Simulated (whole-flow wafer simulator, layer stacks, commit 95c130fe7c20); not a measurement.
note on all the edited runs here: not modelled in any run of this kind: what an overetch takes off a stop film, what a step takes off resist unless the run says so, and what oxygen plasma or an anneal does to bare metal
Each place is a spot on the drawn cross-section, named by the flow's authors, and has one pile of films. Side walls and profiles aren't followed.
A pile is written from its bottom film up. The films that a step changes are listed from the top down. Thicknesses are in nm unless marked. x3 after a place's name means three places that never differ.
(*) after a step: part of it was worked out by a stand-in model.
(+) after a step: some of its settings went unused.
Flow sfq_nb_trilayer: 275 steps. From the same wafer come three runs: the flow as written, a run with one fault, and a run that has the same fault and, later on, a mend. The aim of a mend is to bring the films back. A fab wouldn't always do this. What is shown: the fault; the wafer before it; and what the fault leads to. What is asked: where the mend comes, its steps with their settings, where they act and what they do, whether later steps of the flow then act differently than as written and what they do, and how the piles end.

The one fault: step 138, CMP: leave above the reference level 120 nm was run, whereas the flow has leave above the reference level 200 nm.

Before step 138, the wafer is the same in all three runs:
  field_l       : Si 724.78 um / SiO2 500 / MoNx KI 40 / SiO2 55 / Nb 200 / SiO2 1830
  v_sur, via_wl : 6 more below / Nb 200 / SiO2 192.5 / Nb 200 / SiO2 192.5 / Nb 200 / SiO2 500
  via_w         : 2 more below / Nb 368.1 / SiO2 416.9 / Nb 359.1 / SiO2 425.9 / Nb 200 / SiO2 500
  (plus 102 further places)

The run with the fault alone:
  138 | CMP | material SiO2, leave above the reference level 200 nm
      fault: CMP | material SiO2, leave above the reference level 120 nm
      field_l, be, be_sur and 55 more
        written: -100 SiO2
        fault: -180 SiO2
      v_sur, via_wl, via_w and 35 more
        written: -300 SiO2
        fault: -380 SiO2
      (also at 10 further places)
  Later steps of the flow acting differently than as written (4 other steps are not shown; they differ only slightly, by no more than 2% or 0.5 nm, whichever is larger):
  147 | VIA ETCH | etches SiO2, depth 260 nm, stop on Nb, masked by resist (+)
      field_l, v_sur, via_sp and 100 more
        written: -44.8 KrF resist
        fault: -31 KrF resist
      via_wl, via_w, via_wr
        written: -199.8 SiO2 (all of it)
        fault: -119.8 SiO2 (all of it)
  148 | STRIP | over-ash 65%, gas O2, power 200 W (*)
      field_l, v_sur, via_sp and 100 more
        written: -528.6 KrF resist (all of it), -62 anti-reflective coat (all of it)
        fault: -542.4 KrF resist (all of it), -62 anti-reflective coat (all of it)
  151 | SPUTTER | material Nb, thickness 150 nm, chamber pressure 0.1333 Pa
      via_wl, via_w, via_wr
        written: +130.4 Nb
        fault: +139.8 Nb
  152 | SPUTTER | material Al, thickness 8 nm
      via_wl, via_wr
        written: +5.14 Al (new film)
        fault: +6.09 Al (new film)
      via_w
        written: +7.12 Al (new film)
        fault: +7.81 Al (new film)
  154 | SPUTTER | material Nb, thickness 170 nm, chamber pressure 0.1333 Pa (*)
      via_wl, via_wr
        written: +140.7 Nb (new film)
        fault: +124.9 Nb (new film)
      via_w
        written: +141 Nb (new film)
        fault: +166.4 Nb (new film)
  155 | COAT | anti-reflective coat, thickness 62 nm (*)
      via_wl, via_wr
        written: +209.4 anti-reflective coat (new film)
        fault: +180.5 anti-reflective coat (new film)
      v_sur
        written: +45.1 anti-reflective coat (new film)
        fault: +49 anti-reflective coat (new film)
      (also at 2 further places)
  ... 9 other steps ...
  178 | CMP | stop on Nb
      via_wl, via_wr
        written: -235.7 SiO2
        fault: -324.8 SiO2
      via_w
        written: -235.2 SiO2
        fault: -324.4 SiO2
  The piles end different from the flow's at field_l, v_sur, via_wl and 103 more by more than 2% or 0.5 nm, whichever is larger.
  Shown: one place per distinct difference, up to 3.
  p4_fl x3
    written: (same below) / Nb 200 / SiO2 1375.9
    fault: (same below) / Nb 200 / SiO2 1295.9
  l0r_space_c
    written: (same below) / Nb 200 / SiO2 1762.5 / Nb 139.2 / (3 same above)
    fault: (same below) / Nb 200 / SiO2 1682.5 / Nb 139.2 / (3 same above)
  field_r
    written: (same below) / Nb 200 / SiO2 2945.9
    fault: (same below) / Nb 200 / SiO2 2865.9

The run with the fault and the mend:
  The mend follows step 145.
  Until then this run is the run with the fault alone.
  145a | STRIP | over-ash 65%, gas O2, power 200 W (*)
      field_l, v_sur, via_sp and 100 more
        -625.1 KrF resist (all of it), -62 anti-reflective coat (all of it)
      via_wl, via_w, via_wr
        -62 anti-reflective coat (all of it)
  145b | PECVD | material SiO2, thickness 80 nm, 150 C, 17.78 s, RF power 183.3 W, pressure 2.4 Torr, precursor SiH4/N2O (a further turn of the flow's step 137, with different settings)
      field_l, v_sur, via_wl and 103 more
        +80 SiO2
  145c | COAT | anti-reflective coat, thickness 62 nm (a further turn of the flow's step 140)
      field_l, v_sur, via_wl and 103 more
        +62 anti-reflective coat (new film)
  145d | COAT | KrF resist, thickness 650 nm (a further turn of the flow's step 141)
      field_l, v_sur, via_wl and 103 more
        +650 KrF resist (new film)
  145e | SOFTBAKE | KrF resist (a further turn of the flow's step 142)
      does not change any film at any place that is followed
  145f | EXPOSE | photomask I4, dose 11.93 mJ/cm2, NA 0.6, wavelength 248 nm (*) (a further turn of the flow's step 143)
      does not change any film at any place that is followed
  145g | PEB | KrF resist, 90 s (a further turn of the flow's step 144)
      field_l, v_sur, via_wl and 103 more
        -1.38 KrF resist
  145h | DEVELOP | KrF resist, thickness 650 nm, 60 s (a further turn of the flow's step 145)
      field_l, v_sur, via_sp and 100 more
        -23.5 KrF resist
      via_wl, via_w, via_wr
        -648.6 KrF resist (all of it)
  Later steps of the flow that are run all act as written at every place that is followed.
  By the end, the piles equal the flow's at every place that both follow.
